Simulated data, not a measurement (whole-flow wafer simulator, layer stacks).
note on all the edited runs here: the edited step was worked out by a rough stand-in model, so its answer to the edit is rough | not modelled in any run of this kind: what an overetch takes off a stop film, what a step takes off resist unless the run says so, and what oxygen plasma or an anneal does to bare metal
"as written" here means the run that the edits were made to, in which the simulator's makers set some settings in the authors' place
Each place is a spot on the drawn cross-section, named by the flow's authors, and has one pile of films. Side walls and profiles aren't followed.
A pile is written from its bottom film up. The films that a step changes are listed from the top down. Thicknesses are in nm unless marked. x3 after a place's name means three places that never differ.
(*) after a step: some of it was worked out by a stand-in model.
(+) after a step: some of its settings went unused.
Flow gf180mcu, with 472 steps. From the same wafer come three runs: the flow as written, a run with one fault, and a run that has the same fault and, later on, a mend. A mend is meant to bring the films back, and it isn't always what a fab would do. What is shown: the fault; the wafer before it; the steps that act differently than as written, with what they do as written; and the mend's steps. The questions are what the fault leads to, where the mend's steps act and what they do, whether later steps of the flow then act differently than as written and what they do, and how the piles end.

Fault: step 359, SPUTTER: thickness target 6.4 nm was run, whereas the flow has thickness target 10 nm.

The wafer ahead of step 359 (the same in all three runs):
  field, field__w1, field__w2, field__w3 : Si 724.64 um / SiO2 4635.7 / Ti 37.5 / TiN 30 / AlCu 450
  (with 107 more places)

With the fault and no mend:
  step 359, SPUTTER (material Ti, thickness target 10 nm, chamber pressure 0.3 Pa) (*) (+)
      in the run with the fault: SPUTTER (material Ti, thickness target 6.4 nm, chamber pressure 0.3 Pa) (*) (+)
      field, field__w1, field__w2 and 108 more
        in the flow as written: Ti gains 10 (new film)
        in the run with the fault: Ti gains 6.4 (new film)
  Steps later in the flow that act otherwise than as written (5 other steps are not shown; they differ only slightly, by no more than 2% or 0.5 nm, whichever is larger):
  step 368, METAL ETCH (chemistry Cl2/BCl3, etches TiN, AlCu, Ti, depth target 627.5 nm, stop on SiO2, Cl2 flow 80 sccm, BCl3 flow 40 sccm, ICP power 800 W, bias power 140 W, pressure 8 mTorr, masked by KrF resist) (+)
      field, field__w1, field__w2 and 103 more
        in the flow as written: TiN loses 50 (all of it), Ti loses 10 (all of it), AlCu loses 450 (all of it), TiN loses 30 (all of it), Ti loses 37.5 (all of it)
        in the run with the fault: TiN loses 50 (all of it), Ti loses 6.4 (all of it), AlCu loses 450 (all of it), TiN loses 30 (all of it), Ti loses 37.5 (all of it)
  The piles end different from the flow's at field__w8, contact, m1, m1__w1, m1_nw by more than 2% or 0.5 nm, whichever is larger.
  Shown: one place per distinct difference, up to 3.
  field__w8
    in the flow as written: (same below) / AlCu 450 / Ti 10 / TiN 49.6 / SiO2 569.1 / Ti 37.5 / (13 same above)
    in the run with the fault: (same below) / AlCu 450 / Ti 6.4 / TiN 49.6 / SiO2 572.7 / Ti 37.5 / (13 same above)
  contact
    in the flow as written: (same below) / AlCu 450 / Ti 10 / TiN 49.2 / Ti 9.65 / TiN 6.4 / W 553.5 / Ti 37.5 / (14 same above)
    in the run with the fault: (same below) / AlCu 450 / Ti 6.4 / TiN 49.2 / Ti 9.63 / TiN 6.39 / W 557.1 / Ti 37.5 / (14 same above)

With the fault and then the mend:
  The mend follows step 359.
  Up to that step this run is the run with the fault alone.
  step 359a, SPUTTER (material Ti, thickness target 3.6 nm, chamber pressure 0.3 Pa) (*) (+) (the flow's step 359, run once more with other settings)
      field, field__w1, field__w2 and 108 more
        Ti gains 3.6
  Every later step of the flow that is run acts as written at every place that is followed.
  By the end, the piles equal the flow's at every place that both follow.
